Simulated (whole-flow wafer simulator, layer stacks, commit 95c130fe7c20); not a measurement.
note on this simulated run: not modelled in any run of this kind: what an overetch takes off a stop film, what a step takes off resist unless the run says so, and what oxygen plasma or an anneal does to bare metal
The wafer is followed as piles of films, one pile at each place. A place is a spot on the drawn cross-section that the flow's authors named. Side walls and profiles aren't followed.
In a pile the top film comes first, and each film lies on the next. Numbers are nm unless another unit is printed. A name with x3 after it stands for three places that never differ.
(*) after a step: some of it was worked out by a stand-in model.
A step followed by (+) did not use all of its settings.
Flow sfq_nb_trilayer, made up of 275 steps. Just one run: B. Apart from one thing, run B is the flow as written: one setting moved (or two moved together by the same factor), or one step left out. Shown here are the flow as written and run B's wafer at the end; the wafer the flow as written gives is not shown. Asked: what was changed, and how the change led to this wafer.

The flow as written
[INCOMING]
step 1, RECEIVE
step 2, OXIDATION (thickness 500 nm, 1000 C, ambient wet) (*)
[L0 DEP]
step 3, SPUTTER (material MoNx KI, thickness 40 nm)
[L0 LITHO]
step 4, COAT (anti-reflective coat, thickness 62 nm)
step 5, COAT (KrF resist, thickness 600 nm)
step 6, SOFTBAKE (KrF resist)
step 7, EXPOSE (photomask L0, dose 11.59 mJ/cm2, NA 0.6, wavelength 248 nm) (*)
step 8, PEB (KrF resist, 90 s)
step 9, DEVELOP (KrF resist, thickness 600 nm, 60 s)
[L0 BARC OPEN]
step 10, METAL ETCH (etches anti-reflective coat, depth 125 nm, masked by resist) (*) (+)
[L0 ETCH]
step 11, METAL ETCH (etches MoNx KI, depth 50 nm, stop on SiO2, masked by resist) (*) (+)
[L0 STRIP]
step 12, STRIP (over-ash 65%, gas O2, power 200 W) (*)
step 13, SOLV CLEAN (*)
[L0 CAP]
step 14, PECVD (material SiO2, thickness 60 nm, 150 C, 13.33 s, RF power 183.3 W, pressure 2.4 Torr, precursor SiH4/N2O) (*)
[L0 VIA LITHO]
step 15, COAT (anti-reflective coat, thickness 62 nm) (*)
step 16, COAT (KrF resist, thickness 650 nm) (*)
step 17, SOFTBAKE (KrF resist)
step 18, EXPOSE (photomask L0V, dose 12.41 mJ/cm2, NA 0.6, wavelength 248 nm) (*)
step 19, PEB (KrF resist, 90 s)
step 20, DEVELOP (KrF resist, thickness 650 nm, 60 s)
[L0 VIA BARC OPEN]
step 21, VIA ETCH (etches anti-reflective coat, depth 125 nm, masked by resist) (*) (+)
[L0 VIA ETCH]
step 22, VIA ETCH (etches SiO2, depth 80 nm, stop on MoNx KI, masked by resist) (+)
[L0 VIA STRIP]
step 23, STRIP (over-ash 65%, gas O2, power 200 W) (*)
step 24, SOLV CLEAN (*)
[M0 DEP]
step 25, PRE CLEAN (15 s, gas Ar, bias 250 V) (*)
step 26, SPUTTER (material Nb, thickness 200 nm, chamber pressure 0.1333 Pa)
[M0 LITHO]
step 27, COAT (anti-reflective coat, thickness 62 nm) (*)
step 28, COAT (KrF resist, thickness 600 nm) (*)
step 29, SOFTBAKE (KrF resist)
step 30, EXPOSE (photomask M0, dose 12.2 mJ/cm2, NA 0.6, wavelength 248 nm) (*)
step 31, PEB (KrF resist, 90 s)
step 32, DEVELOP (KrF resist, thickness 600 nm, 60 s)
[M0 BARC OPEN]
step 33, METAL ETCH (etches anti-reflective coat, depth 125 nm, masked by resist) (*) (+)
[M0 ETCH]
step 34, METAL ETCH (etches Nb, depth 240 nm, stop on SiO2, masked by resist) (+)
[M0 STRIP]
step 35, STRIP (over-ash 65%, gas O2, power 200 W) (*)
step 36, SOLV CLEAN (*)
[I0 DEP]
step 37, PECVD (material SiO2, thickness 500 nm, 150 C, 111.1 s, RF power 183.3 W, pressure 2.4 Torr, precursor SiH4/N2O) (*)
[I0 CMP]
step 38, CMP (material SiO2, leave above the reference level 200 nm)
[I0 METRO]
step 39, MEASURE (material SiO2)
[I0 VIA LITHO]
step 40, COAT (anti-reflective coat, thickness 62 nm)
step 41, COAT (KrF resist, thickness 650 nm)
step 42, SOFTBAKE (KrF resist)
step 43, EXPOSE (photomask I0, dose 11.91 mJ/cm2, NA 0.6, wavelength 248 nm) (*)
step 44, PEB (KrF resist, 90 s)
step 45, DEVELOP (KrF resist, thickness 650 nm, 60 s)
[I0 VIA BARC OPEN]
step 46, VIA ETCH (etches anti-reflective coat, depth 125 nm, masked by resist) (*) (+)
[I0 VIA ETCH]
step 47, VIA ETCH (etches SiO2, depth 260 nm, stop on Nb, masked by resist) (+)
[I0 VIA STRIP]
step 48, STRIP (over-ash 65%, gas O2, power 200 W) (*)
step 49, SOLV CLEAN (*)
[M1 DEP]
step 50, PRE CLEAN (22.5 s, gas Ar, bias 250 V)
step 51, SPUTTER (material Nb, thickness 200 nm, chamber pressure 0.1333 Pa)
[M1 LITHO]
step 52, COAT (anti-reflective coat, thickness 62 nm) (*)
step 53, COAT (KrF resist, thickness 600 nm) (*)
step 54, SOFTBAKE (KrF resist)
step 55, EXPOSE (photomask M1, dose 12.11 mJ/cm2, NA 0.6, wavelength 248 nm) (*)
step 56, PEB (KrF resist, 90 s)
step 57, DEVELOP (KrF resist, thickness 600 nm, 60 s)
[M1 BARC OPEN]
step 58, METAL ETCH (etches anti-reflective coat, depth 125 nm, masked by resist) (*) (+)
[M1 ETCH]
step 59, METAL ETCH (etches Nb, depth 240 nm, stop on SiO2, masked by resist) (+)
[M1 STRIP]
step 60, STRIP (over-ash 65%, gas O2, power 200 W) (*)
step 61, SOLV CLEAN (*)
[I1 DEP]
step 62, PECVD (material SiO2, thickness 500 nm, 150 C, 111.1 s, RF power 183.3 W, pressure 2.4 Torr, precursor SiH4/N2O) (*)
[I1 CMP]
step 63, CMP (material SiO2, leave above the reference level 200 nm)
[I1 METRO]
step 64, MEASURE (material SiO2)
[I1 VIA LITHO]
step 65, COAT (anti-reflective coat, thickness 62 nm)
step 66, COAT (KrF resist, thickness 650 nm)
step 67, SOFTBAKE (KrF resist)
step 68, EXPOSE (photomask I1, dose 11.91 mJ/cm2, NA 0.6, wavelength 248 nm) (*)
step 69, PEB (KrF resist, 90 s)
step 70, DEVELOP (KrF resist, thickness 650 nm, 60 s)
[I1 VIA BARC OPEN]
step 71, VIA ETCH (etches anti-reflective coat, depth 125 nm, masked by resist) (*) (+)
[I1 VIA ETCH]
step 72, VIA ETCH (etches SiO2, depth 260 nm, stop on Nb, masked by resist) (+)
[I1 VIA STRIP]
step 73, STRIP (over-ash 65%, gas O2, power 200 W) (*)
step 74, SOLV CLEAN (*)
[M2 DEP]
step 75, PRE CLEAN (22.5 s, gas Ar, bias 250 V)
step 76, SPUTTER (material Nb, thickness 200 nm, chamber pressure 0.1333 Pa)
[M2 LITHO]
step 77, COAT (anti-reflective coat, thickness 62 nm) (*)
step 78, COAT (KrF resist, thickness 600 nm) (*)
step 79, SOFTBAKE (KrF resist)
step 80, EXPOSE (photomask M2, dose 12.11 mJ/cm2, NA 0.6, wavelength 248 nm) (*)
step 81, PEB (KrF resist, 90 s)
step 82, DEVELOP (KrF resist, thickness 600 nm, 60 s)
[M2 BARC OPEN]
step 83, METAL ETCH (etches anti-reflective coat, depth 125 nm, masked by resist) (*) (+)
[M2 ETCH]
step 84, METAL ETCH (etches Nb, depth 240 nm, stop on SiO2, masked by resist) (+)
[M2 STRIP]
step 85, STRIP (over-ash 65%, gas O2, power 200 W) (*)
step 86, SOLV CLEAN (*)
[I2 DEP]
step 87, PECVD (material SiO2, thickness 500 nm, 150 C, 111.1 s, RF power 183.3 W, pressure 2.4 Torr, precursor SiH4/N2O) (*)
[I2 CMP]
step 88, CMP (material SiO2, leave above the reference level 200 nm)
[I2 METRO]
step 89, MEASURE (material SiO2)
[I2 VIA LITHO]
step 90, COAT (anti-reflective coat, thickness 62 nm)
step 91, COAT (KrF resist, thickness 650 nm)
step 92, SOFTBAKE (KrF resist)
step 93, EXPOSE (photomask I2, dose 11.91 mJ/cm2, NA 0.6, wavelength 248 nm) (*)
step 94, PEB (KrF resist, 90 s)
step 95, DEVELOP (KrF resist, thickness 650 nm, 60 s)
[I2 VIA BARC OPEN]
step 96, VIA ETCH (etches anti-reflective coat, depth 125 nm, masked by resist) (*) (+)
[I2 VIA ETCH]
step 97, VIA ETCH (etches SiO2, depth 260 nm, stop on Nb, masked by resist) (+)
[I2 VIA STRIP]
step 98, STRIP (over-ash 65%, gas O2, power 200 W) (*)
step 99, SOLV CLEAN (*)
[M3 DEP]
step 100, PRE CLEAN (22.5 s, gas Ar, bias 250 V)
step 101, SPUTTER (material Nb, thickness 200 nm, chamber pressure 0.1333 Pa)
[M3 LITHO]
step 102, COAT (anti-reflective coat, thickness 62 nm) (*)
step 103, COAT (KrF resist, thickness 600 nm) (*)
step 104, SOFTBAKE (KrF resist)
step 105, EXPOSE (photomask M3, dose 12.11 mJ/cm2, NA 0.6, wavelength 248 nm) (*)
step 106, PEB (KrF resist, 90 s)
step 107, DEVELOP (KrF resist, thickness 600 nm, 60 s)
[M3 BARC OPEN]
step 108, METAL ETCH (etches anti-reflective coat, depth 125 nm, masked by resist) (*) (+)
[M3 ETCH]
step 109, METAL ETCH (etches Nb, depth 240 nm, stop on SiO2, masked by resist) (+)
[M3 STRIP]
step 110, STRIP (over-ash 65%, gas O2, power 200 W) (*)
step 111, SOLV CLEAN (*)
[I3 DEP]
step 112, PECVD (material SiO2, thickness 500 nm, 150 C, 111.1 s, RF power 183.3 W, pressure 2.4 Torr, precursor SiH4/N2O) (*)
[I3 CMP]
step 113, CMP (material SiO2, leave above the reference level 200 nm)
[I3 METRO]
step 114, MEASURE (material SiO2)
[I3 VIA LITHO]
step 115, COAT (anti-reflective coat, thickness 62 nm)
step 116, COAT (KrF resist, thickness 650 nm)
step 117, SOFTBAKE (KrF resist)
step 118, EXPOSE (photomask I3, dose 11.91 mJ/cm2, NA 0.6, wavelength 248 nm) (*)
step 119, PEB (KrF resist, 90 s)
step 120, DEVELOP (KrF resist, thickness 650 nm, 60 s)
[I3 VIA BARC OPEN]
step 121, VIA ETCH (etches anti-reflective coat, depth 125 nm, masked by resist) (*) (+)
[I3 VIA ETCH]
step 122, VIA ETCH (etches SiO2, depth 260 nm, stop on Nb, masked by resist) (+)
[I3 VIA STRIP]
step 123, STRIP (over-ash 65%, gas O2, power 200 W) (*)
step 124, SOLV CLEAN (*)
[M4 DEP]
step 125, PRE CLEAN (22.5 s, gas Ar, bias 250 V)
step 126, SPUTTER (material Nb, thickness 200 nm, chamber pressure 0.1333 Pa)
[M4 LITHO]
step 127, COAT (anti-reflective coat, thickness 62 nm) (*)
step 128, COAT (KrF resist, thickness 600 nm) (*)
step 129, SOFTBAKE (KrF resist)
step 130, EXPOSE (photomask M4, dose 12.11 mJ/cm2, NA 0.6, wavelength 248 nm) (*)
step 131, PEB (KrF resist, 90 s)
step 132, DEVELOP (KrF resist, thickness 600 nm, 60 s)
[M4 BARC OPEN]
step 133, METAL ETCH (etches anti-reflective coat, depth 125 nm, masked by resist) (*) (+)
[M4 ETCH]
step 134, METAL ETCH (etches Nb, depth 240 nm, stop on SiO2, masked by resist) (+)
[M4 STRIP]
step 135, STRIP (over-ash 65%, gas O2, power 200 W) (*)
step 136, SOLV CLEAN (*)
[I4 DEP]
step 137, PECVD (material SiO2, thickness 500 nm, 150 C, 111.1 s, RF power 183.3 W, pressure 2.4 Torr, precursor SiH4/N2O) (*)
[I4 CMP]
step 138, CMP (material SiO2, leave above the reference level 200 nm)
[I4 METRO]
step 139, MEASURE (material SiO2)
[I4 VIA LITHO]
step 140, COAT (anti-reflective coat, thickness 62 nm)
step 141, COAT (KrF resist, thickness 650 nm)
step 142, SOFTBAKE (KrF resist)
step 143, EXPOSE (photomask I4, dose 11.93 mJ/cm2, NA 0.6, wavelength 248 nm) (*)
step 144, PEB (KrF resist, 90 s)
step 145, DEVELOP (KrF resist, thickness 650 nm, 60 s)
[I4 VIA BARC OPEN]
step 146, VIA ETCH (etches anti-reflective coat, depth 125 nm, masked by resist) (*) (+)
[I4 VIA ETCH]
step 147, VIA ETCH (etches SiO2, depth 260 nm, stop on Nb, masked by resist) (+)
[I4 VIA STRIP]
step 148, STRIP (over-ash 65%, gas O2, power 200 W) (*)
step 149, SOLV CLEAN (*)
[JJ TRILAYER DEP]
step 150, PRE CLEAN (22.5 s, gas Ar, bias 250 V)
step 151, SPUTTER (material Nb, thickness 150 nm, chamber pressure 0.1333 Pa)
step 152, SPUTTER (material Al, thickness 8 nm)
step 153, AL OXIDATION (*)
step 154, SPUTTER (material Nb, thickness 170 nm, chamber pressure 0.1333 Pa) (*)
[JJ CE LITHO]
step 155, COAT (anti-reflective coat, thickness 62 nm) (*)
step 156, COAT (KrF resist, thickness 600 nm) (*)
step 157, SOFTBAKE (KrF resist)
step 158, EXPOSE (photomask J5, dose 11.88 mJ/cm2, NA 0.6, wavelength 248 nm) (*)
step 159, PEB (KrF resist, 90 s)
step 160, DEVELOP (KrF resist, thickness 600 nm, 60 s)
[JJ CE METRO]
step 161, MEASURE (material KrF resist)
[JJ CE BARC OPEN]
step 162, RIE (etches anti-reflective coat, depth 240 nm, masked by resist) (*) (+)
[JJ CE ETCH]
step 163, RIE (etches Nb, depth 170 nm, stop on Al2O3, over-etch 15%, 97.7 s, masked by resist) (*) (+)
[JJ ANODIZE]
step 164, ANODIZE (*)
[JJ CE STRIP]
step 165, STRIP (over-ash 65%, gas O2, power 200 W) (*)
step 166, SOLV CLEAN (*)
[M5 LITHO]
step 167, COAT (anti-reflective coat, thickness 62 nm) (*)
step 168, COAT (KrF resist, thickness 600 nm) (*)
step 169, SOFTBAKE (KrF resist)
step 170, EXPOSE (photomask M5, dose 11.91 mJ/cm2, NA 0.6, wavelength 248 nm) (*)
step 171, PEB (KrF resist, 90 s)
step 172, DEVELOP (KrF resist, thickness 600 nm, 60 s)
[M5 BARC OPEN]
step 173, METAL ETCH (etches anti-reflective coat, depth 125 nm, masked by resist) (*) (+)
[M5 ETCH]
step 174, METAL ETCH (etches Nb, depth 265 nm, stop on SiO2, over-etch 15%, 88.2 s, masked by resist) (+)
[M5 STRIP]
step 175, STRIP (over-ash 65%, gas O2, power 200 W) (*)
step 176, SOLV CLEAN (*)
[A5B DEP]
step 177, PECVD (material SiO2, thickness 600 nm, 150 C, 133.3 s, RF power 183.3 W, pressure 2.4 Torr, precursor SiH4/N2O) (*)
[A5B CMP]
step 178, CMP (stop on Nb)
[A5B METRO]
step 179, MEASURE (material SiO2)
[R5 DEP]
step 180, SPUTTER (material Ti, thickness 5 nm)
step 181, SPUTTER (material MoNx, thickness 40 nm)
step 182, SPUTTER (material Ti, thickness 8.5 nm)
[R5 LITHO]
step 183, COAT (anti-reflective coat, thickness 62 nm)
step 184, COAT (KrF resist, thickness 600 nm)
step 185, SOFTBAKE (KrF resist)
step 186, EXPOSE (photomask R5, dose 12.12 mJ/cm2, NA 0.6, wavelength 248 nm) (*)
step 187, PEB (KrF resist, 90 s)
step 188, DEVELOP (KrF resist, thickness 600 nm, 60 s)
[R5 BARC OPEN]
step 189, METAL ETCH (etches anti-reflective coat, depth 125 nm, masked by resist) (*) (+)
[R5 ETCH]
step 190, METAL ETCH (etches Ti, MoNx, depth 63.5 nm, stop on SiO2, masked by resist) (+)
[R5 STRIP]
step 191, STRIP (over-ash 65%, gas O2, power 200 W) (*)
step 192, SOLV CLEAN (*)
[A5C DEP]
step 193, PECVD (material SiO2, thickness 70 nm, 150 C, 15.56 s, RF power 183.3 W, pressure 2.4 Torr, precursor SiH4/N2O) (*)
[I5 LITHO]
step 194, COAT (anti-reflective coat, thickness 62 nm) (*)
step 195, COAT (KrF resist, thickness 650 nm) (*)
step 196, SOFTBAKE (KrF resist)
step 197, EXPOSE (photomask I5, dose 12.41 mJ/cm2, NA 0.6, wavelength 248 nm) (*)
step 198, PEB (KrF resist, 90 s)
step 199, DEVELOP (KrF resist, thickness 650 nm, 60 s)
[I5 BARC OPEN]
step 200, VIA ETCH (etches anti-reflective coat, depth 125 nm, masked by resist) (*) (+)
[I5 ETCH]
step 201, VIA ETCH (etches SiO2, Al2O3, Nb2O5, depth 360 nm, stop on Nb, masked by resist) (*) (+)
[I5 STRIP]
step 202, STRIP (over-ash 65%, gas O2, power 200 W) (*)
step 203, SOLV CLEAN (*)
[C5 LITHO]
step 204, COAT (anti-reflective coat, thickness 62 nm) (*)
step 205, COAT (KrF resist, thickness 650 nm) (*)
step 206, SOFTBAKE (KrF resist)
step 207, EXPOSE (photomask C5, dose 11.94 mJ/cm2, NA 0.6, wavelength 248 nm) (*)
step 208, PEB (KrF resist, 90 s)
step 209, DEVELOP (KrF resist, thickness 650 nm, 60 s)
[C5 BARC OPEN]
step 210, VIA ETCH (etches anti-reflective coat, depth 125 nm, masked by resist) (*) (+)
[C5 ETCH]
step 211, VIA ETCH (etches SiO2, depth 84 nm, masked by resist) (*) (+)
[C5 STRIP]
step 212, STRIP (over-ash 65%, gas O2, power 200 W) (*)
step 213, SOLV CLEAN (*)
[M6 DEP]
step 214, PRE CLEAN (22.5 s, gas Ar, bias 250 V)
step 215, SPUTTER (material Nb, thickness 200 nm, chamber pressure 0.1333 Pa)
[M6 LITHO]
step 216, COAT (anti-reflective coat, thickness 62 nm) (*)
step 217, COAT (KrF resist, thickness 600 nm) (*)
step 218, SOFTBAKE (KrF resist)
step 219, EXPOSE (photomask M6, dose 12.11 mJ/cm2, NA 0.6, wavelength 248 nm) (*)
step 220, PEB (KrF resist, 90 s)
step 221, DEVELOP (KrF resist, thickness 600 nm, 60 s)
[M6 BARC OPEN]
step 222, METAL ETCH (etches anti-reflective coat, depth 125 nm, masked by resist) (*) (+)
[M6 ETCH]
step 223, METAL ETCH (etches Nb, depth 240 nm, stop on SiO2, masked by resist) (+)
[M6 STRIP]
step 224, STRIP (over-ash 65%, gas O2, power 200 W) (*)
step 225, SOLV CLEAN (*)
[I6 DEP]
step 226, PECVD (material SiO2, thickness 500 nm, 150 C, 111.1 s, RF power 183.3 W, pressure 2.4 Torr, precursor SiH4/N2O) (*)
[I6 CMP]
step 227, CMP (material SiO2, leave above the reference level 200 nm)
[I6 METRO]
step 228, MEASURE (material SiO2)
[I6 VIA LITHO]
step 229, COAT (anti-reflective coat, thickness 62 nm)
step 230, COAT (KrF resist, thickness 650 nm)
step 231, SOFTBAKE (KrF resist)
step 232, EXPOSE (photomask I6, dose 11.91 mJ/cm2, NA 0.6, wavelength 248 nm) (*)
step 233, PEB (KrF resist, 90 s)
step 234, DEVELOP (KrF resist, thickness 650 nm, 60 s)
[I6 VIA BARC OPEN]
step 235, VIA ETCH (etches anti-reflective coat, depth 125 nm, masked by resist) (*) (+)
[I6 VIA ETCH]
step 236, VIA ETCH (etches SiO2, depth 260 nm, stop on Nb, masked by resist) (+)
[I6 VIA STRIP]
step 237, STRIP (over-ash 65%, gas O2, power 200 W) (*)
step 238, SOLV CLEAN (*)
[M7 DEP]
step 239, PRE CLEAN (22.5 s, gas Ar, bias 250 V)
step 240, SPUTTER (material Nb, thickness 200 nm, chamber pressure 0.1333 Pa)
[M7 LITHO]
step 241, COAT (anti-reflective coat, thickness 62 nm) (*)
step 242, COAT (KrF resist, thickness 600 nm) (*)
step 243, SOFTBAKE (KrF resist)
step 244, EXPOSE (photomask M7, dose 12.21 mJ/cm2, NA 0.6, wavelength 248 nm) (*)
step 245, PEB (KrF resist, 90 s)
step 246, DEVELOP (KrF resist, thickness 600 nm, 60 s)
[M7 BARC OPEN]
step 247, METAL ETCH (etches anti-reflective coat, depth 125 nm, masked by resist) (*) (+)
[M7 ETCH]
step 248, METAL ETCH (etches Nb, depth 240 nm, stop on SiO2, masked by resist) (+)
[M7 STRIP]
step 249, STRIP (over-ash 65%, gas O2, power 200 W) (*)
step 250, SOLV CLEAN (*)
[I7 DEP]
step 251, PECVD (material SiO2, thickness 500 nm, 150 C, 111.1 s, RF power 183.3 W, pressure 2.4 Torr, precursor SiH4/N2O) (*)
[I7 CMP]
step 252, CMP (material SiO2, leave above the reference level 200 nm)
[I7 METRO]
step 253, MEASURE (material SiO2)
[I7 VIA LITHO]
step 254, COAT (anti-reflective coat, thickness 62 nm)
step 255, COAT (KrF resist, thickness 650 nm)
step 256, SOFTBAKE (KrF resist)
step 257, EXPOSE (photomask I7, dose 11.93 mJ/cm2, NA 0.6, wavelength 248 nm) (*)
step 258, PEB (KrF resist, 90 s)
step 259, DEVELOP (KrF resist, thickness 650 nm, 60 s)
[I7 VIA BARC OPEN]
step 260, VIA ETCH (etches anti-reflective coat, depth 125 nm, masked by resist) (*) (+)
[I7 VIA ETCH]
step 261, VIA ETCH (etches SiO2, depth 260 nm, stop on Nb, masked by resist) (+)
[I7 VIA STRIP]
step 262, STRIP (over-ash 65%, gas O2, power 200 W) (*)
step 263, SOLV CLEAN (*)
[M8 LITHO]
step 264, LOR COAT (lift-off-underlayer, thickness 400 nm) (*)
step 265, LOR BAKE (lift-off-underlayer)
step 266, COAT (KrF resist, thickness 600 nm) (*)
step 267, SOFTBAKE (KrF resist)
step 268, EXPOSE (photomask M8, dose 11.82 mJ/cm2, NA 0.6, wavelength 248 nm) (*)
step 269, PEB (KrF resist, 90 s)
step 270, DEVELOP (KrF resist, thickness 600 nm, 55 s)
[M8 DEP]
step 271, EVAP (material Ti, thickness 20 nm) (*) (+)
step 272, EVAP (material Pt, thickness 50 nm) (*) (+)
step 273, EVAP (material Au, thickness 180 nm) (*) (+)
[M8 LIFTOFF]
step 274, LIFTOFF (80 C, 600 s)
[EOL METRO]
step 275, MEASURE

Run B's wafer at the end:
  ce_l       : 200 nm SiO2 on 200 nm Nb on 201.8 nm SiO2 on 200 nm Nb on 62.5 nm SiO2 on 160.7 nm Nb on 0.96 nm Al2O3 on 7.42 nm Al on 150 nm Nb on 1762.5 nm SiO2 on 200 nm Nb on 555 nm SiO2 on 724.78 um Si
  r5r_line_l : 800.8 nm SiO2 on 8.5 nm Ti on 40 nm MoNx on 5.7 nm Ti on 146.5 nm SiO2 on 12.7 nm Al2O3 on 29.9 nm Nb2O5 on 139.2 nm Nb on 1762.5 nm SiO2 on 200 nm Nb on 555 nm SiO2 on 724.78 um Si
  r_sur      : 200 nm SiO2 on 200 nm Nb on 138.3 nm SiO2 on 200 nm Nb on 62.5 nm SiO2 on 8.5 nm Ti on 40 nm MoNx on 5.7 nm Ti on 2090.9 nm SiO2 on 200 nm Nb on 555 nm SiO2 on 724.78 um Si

Cause: step 180, SPUTTER: thickness 5.7 nm was run, while the flow as written has thickness 5 nm.
The wafer lets one read it off: r5r_line_l has Ti 5.7, and step 180 as written asks for 5 nm.

How this came from the change, step by step:
  step 180, SPUTTER (material Ti, thickness 5 nm)
      field_l, v_sur, via_wl and 103 more: +5.7 Ti (new film) (in the flow as written it would be: +5 Ti (new film))
  step 190, METAL ETCH (etches Ti, MoNx, depth 63.5 nm, stop on SiO2, masked by resist) (+)
      field_l, v_sur, via_wl and 92 more: -8.5 Ti (all of it), -40 MoNx (all of it), -5.7 Ti (all of it) (in the flow as written it would be: -8.5 Ti (all of it), -40 MoNx (all of it), -5 Ti (all of it))
      ce_l, c5j, ce_r, wl_jj: -8.5 Ti (all of it), -40 MoNx (all of it), -5.7 Ti (all of it), -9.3 Nb (in the flow as written it would be: -8.5 Ti (all of it), -40 MoNx (all of it), -5 Ti (all of it), -10 Nb)
